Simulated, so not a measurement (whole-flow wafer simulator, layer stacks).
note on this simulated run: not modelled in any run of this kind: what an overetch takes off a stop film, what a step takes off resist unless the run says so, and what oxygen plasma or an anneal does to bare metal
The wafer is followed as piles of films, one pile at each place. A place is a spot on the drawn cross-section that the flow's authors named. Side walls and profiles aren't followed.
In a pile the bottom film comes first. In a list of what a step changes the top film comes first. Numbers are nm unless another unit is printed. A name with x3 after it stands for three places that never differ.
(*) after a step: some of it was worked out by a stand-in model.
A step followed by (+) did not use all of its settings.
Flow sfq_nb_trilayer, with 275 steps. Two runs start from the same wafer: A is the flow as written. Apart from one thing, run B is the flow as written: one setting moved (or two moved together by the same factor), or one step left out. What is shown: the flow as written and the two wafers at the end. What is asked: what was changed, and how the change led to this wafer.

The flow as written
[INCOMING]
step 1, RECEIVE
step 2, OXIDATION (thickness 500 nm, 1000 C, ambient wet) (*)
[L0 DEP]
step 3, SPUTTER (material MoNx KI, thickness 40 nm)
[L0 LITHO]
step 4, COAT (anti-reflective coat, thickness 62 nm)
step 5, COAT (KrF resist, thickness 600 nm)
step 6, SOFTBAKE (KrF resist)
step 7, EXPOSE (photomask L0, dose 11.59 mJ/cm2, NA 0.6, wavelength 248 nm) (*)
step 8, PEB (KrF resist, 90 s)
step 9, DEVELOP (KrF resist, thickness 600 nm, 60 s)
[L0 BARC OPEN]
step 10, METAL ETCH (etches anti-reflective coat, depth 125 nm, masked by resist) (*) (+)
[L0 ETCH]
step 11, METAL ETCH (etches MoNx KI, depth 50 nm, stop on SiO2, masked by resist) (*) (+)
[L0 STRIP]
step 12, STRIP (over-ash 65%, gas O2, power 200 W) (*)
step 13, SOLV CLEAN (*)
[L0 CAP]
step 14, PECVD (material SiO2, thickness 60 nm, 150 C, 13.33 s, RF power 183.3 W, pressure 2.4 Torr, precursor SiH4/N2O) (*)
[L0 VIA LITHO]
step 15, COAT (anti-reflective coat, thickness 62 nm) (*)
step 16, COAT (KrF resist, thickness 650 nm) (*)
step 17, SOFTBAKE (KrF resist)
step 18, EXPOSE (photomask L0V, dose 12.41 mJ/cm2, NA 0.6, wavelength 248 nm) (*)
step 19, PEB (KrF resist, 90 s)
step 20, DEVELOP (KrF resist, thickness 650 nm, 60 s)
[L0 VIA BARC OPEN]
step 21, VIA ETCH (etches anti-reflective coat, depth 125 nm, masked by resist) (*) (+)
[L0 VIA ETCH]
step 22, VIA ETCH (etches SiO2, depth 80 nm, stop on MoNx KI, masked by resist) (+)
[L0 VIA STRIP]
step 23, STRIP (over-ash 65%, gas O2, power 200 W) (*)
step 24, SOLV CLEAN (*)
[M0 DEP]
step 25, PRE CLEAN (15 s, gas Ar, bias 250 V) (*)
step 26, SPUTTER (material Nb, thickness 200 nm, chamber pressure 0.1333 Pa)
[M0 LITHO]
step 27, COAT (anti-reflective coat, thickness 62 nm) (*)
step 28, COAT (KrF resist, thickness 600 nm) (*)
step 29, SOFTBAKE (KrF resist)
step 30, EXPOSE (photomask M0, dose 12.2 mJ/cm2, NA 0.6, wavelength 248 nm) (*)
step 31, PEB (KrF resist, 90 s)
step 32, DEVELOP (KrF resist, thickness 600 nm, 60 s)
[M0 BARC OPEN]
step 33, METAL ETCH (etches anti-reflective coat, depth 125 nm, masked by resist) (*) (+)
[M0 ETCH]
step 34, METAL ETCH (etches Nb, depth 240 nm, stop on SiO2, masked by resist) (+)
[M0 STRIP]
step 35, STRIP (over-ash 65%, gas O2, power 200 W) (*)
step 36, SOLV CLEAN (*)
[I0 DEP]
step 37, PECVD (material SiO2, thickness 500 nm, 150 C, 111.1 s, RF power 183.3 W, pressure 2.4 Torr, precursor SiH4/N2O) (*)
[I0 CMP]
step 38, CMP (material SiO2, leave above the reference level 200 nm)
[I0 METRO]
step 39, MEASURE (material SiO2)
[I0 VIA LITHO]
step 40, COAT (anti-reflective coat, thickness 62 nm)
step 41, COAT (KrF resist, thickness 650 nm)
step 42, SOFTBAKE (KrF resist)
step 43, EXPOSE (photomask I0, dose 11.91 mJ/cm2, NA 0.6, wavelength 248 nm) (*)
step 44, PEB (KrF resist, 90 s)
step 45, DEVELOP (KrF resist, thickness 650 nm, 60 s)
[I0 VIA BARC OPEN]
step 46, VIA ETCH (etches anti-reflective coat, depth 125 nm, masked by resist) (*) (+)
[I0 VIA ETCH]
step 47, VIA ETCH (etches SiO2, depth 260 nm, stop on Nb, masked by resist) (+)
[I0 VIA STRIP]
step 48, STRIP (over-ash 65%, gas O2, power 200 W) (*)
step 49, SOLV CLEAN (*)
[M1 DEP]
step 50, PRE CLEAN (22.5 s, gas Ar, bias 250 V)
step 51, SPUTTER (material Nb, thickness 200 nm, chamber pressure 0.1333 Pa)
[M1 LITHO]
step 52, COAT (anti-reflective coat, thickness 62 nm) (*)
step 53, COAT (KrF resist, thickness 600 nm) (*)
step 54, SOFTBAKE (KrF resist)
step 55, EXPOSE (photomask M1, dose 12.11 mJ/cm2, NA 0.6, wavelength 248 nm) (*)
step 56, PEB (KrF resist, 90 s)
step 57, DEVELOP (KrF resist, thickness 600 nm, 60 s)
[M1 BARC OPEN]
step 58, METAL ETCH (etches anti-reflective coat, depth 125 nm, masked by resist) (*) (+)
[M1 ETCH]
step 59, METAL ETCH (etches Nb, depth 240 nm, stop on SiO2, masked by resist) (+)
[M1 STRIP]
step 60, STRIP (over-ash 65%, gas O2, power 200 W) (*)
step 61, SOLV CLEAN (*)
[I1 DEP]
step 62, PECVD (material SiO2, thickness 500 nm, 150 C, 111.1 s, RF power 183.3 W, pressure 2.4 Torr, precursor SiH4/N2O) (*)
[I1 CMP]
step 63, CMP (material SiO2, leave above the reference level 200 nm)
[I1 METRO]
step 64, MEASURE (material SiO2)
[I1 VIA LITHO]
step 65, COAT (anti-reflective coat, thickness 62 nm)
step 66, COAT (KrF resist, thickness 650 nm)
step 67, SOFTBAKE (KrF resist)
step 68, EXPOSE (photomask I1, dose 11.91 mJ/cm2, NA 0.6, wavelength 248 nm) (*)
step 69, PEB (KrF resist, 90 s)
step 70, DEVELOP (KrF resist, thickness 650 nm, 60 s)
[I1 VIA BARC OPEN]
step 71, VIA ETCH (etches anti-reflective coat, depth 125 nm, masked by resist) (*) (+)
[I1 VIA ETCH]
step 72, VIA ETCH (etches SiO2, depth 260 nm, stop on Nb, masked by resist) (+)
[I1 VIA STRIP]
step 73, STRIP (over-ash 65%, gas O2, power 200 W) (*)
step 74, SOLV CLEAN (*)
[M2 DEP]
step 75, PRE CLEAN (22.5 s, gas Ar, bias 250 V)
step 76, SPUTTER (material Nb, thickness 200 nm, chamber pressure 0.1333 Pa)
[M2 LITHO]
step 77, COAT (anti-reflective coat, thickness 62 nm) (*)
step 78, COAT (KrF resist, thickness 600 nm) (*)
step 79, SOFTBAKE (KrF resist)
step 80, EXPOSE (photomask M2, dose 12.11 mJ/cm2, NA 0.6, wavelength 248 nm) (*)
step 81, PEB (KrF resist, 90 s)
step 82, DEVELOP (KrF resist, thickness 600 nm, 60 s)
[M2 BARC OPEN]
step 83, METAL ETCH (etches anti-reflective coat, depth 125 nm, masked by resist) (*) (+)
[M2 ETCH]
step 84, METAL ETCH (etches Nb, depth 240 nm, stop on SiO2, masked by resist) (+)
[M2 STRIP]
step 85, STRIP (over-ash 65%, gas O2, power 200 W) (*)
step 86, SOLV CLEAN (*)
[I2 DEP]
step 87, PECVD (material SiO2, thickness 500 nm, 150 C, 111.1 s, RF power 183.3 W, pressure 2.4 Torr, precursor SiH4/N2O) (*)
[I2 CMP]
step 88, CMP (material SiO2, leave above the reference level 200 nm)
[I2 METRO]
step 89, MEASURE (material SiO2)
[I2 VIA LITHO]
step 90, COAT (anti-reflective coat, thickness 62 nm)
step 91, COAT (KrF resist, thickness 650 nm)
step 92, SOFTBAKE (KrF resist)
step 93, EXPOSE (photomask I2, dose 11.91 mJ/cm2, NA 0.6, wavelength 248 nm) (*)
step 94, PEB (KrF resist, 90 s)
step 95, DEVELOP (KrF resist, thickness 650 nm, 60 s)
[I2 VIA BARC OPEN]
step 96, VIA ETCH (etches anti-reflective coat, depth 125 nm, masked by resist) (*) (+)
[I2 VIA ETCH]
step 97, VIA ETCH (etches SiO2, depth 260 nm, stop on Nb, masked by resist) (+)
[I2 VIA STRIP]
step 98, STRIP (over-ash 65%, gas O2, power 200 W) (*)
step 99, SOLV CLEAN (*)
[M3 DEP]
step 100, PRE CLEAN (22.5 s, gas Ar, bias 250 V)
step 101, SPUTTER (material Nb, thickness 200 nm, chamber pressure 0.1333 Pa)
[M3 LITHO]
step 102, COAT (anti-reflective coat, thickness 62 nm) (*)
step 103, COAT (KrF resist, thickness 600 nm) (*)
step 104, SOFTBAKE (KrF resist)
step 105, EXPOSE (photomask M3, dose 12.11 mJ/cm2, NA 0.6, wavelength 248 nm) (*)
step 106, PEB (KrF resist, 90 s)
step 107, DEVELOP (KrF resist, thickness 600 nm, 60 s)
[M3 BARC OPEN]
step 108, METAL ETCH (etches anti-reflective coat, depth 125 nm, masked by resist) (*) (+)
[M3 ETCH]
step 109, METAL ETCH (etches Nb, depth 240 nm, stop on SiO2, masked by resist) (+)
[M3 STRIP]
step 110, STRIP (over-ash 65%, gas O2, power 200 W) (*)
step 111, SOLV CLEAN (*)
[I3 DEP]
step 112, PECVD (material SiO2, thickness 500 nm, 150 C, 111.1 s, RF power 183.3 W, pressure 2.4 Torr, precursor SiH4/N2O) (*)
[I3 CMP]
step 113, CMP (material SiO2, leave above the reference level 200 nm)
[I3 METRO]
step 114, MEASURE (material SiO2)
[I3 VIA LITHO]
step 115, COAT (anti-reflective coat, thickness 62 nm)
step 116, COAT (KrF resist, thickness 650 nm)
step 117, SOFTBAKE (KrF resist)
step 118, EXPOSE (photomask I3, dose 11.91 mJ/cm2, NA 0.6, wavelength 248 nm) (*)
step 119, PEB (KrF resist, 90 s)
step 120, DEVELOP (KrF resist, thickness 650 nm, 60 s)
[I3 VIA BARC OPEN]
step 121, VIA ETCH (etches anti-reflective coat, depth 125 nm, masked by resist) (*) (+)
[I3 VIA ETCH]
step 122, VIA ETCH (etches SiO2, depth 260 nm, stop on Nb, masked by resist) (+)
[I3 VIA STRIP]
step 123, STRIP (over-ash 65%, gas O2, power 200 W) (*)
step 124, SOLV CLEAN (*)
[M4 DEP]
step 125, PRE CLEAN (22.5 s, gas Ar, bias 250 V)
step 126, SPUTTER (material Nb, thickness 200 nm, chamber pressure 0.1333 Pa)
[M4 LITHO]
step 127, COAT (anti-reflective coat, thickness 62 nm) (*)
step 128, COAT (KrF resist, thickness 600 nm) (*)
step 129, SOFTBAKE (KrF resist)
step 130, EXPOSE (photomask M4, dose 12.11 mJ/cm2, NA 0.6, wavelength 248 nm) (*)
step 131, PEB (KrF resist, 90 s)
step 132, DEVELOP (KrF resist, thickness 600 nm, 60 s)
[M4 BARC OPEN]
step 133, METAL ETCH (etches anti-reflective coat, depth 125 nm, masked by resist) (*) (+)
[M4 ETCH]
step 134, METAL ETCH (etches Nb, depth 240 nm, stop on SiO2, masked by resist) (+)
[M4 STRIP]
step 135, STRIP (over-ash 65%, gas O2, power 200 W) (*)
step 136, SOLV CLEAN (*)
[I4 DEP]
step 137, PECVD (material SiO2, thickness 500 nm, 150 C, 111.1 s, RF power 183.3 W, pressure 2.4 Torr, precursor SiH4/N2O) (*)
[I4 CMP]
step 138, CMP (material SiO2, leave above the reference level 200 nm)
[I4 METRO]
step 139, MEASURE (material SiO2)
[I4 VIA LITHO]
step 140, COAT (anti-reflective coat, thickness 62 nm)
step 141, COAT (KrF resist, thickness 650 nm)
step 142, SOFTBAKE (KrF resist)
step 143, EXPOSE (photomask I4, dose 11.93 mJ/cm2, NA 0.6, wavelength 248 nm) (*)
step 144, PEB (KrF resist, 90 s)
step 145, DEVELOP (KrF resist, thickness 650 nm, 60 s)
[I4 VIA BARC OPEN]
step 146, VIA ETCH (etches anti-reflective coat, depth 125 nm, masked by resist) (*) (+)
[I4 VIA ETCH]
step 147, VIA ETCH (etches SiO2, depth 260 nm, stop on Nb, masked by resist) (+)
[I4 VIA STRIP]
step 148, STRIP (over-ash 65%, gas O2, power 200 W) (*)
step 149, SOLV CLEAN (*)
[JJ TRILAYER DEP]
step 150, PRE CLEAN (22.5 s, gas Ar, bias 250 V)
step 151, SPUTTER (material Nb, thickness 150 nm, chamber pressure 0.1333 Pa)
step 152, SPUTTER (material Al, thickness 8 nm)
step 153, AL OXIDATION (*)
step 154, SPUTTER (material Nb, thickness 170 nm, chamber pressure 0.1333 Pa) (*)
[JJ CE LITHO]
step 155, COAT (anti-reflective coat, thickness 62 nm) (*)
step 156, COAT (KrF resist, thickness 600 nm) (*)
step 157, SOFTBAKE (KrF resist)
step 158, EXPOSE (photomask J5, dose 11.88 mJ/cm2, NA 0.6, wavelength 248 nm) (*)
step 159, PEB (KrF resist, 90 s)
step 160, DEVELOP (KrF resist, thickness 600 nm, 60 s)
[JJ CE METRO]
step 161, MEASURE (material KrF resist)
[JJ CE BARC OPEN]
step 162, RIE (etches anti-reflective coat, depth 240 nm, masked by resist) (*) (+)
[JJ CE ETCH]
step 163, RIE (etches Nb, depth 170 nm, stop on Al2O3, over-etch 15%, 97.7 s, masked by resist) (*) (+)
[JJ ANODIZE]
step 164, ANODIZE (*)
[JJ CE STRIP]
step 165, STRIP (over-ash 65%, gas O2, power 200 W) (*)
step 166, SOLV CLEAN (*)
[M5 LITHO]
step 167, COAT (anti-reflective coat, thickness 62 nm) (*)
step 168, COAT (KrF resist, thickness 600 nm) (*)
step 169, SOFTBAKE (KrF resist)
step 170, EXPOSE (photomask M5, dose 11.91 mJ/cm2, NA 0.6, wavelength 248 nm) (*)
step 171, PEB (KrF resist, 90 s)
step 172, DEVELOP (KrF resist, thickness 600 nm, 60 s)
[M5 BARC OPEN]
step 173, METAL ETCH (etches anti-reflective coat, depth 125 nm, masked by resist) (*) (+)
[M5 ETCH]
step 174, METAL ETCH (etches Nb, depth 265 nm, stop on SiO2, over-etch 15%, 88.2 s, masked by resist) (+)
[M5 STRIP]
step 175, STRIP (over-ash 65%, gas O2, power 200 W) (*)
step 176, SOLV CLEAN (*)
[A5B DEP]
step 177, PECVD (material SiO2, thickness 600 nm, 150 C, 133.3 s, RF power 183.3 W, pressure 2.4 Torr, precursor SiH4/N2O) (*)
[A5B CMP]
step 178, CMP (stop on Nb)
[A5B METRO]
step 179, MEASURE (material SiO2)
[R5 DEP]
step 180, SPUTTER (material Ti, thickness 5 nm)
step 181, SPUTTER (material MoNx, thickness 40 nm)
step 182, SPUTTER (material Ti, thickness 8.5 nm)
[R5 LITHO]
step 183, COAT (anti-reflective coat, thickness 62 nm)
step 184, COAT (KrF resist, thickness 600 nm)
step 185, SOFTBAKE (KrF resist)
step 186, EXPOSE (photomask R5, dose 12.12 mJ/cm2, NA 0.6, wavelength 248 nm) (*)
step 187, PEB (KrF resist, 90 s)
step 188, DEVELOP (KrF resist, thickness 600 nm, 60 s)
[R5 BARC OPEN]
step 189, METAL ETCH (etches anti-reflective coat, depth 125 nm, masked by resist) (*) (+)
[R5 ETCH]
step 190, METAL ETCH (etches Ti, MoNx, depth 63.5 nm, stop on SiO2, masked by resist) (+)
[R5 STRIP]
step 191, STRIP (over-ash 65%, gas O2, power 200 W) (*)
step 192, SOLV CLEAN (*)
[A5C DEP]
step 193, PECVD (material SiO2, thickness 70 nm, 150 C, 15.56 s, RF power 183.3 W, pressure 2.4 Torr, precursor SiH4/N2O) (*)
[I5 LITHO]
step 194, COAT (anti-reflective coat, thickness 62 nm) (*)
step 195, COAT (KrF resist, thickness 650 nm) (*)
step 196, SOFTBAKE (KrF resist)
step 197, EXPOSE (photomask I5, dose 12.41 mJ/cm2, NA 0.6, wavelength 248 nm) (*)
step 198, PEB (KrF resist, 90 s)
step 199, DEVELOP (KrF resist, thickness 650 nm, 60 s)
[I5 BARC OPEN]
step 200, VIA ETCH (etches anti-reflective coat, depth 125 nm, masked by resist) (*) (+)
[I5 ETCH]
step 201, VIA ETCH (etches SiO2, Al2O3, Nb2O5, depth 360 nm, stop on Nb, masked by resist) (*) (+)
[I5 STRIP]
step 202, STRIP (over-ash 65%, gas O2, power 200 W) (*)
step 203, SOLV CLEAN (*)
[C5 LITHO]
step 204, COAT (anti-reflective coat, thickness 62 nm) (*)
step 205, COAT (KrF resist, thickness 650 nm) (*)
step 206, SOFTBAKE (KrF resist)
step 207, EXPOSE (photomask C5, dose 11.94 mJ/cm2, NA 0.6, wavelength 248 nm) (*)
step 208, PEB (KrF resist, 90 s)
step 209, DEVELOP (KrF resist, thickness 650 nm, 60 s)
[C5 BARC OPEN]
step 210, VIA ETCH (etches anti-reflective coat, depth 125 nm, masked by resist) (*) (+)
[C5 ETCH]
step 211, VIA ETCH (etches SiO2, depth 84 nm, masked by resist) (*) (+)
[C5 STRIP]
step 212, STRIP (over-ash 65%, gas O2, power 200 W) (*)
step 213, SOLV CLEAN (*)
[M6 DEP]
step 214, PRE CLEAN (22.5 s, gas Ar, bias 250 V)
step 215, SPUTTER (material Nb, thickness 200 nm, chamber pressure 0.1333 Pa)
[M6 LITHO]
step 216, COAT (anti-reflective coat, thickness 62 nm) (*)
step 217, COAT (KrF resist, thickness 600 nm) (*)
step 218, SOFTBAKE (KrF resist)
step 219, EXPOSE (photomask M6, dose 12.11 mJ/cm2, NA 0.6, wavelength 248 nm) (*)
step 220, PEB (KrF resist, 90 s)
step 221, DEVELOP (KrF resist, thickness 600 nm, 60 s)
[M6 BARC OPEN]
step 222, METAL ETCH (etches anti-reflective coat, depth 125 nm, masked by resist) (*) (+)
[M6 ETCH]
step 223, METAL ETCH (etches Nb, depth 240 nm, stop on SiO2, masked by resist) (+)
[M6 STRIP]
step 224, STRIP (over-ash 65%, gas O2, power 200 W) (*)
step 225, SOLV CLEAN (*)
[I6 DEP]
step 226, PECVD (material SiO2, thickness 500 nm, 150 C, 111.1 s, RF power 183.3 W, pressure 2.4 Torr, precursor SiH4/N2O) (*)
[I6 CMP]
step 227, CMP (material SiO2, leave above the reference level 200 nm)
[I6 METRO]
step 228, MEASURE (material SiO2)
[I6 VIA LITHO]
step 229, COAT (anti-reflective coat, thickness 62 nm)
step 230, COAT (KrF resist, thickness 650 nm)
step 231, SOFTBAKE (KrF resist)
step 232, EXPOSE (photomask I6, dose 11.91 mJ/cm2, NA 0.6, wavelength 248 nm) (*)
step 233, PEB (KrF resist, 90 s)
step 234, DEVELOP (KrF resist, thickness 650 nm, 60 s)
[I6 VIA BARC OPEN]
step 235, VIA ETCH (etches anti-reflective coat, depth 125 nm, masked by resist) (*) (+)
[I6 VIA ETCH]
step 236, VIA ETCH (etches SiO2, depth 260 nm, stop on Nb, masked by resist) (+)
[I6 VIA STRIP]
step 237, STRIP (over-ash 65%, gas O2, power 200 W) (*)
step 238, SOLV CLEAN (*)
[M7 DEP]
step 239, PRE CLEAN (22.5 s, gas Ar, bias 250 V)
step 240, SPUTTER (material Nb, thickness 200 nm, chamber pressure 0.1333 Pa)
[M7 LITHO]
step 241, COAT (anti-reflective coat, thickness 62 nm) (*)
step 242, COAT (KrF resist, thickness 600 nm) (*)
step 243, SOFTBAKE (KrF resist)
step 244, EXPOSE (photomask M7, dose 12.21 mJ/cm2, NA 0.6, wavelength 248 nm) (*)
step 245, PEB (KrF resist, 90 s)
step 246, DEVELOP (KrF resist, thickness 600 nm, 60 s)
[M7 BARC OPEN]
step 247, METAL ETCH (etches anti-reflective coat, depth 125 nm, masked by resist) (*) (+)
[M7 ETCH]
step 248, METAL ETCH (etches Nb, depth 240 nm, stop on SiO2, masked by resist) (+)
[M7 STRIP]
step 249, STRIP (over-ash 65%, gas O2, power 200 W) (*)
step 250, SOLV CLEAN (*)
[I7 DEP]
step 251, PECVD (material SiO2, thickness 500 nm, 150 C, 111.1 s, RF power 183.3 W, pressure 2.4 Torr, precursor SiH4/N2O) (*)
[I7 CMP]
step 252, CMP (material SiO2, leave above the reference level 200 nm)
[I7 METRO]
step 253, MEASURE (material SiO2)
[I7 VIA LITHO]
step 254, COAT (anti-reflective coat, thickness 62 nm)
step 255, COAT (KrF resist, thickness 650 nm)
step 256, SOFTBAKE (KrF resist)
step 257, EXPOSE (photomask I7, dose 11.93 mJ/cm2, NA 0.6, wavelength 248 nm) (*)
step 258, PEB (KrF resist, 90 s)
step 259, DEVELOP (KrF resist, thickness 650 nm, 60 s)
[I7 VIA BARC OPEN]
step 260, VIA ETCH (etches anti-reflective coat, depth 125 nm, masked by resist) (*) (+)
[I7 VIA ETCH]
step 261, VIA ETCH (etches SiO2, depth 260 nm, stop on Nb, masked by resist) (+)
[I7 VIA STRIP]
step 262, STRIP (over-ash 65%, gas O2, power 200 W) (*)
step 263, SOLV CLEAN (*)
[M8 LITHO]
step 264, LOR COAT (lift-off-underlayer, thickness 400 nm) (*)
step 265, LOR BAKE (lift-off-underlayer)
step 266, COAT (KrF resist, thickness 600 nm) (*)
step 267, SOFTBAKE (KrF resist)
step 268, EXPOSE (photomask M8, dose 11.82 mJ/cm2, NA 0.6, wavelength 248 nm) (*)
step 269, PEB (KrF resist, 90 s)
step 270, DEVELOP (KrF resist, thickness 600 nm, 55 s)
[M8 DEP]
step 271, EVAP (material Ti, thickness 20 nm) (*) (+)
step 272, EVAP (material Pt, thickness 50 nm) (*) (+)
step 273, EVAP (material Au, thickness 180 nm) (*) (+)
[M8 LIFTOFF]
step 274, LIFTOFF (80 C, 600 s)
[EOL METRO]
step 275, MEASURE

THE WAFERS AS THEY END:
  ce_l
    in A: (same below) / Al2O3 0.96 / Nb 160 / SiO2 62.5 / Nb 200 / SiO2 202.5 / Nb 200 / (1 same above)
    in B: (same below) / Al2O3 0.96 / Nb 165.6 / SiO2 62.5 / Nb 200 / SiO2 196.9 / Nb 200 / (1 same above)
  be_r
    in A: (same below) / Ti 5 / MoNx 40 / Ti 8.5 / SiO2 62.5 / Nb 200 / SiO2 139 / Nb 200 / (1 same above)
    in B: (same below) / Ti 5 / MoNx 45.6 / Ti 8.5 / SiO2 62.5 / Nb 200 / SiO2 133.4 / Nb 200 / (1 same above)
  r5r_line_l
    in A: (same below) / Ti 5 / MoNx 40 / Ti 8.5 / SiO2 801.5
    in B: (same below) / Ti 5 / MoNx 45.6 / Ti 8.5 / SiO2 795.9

The reason: step 181, SPUTTER: thickness 45.6 nm was run, whereas the flow has thickness 40 nm.
The wafer lets one read it off: be_r has MoNx 45.6, and step 181 as written asks for 40 nm.

How this came from the change, step by step:
  step 181, SPUTTER (material MoNx, thickness 40 nm)
      field_l, v_sur, via_wl and 103 more: A +40 MoNx (new film) | B +45.6 MoNx (new film)
  step 190, METAL ETCH (etches Ti, MoNx, depth 63.5 nm, stop on SiO2, masked by resist) (+)
      field_l, v_sur, via_wl and 92 more: A -8.5 Ti (all of it), -40 MoNx (all of it), -5 Ti (all of it) | B -8.5 Ti (all of it), -45.6 MoNx (all of it), -5 Ti (all of it)
      ce_l, c5j, ce_r, wl_jj: A -8.5 Ti (all of it), -40 MoNx (all of it), -5 Ti (all of it), -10 Nb | B -8.5 Ti (all of it), -45.6 MoNx (all of it), -5 Ti (all of it), -4.4 Nb
  step 194, COAT (anti-reflective coat, thickness 62 nm) (*)
      r5r_spacepad_l, r5r_spacepad_r: A +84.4 anti-reflective coat (new film) | B +86.8 anti-reflective coat (new film)
      ce_l: A +67.2 anti-reflective coat (new film) | B +64.7 anti-reflective coat (new film)
      (also at 4 further places)
  step 202, STRIP (over-ash 65%, gas O2, power 200 W) (*)
      r5r_spacepad_l, r5r_spacepad_r: A -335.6 KrF resist (all of it), -84.4 anti-reflective coat (all of it) | B -335.8 KrF resist (all of it), -86.8 anti-reflective coat (all of it)
      ce_l: A -341.5 KrF resist (all of it), -67.2 anti-reflective coat (all of it) | B -340 KrF resist (all of it), -64.7 anti-reflective coat (all of it)
      (also at 4 further places)
  step 204, COAT (anti-reflective coat, thickness 62 nm) (*)
      r5r_spacepad_l, r5r_spacepad_r: A +84.4 anti-reflective coat (new film) | B +86.8 anti-reflective coat (new film)
      ce_l: A +66 anti-reflective coat (new film) | B +63.5 anti-reflective coat (new film)
      (also at 4 further places)
  step 210, VIA ETCH (etches anti-reflective coat, depth 125 nm, masked by resist) (*) (+)
      c5j: A -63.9 anti-reflective coat (all of it), -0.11 SiO2 | B -62.5 anti-reflective coat (all of it), -0.11 SiO2
  step 212, STRIP (over-ash 65%, gas O2, power 200 W) (*)
      r5r_spacepad_l, r5r_spacepad_r: A -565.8 KrF resist (all of it), -84.4 anti-reflective coat (all of it) | B -566.4 KrF resist (all of it), -86.8 anti-reflective coat (all of it)
      ce_l: A -567.4 KrF resist (all of it), -66 anti-reflective coat (all of it) | B -566.3 KrF resist (all of it), -63.5 anti-reflective coat (all of it)
      (also at 3 further places)
  step 216, COAT (anti-reflective coat, thickness 62 nm) (*)
      r5r_spacepad_l, r5r_spacepad_r: A +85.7 anti-reflective coat (new film) | B +88.5 anti-reflective coat (new film)
      jj_sur: A +56.1 anti-reflective coat (new film) | B +57.6 anti-reflective coat (new film)
      (also at 4 further places)
  step 222, METAL ETCH (etches anti-reflective coat, depth 125 nm, masked by resist) (*) (+)
      r5r_spacepad_l, r5r_spacepad_r: A -85.7 anti-reflective coat (all of it) | B -88.5 anti-reflective coat (all of it)
  step 224, STRIP (over-ash 65%, gas O2, power 200 W) (*)
      jj_sur: A -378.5 KrF resist (all of it), -56.1 anti-reflective coat (all of it) | B -378.5 KrF resist (all of it), -57.6 anti-reflective coat (all of it)
      ce_l: A -397.1 KrF resist (all of it), -48 anti-reflective coat (all of it) | B -395 KrF resist (all of it), -46.3 anti-reflective coat (all of it)
      (also at 3 further places)
  step 227, CMP (material SiO2, leave above the reference level 200 nm)
      r5r_line_l, r5r_spacepad_l, r5r_spacepad_r, r5r_line_c, r5r_line_r: A -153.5 SiO2 | B -159.1 SiO2
      c5j: A -223 SiO2 | B -228.6 SiO2
